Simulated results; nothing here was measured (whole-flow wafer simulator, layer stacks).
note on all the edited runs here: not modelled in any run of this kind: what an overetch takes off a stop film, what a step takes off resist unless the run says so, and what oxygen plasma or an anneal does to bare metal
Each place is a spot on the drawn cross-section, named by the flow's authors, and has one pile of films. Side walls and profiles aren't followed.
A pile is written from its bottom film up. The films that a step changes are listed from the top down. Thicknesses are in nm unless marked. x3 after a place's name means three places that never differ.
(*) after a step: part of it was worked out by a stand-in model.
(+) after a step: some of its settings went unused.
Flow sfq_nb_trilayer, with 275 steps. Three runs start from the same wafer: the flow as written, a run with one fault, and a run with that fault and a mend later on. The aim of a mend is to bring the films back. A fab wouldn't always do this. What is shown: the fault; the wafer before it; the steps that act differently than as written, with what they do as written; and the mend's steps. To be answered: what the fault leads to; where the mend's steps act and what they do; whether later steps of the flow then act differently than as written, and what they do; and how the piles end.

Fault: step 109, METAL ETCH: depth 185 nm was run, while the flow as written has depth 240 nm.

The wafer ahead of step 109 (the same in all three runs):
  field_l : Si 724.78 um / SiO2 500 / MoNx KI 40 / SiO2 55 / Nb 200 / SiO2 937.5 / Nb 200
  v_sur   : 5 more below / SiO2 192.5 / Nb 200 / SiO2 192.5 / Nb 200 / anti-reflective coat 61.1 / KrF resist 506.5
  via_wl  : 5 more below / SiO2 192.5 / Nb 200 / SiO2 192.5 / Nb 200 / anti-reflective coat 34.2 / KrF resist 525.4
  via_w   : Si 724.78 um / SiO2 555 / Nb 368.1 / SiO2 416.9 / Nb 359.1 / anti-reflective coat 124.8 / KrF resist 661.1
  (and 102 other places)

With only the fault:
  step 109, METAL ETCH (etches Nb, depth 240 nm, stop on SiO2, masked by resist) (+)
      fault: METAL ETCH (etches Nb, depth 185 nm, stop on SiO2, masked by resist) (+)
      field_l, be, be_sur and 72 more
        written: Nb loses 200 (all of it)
        fault: Nb loses 185
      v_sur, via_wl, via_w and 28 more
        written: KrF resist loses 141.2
        fault: KrF resist loses 108.8
  Steps further on in the flow that do not act as written:
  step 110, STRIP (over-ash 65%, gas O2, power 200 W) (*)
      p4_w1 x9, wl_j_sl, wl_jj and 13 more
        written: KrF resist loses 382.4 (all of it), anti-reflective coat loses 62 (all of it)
        fault: KrF resist loses 414.7 (all of it), anti-reflective coat loses 62 (all of it)
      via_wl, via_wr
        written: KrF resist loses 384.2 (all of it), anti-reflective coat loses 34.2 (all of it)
        fault: KrF resist loses 416.6 (all of it), anti-reflective coat loses 34.2 (all of it)
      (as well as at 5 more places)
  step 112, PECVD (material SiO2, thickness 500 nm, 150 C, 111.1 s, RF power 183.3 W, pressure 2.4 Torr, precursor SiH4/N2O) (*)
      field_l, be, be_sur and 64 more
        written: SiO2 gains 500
        fault: SiO2 gains 500 (new film)
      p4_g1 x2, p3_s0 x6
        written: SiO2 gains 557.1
        fault: SiO2 gains 542.1 (new film)
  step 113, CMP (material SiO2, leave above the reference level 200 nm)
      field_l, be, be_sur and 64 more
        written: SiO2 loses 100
        fault: SiO2 loses 115
  At field_l, be, be_sur and 72 more, the piles at the end differ from the flow's by more than 2% or 0.5 nm, whichever is larger.
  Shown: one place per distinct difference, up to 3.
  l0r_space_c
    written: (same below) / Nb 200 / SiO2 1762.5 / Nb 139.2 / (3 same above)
    fault: (same below) / Nb 200 / SiO2 977.5 / Nb 15 / SiO2 770 / Nb 139.2 / (3 same above)
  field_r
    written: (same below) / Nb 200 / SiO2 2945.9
    fault: (same below) / Nb 200 / SiO2 977.5 / Nb 15 / SiO2 1953.4
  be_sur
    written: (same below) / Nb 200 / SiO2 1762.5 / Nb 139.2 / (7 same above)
    fault: (same below) / Nb 200 / SiO2 977.5 / Nb 15 / SiO2 770 / Nb 139.2 / (7 same above)

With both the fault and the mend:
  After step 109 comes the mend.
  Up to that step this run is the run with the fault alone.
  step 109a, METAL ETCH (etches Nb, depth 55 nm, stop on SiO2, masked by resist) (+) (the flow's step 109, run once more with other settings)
      field_l, be, be_sur and 72 more
        Nb loses 15 (all of it)
      v_sur, via_wl, via_w and 28 more
        KrF resist loses 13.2
  Steps further on in the flow that do not act as written:
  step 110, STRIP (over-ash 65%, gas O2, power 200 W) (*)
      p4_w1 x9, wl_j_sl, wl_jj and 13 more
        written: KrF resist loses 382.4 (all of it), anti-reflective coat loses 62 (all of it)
        mend: KrF resist loses 401.5 (all of it), anti-reflective coat loses 62 (all of it)
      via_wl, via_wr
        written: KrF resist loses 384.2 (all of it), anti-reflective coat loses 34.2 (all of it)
        mend: KrF resist loses 403.3 (all of it), anti-reflective coat loses 34.2 (all of it)
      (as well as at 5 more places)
  The piles end the same as the flow's at every place that both follow.
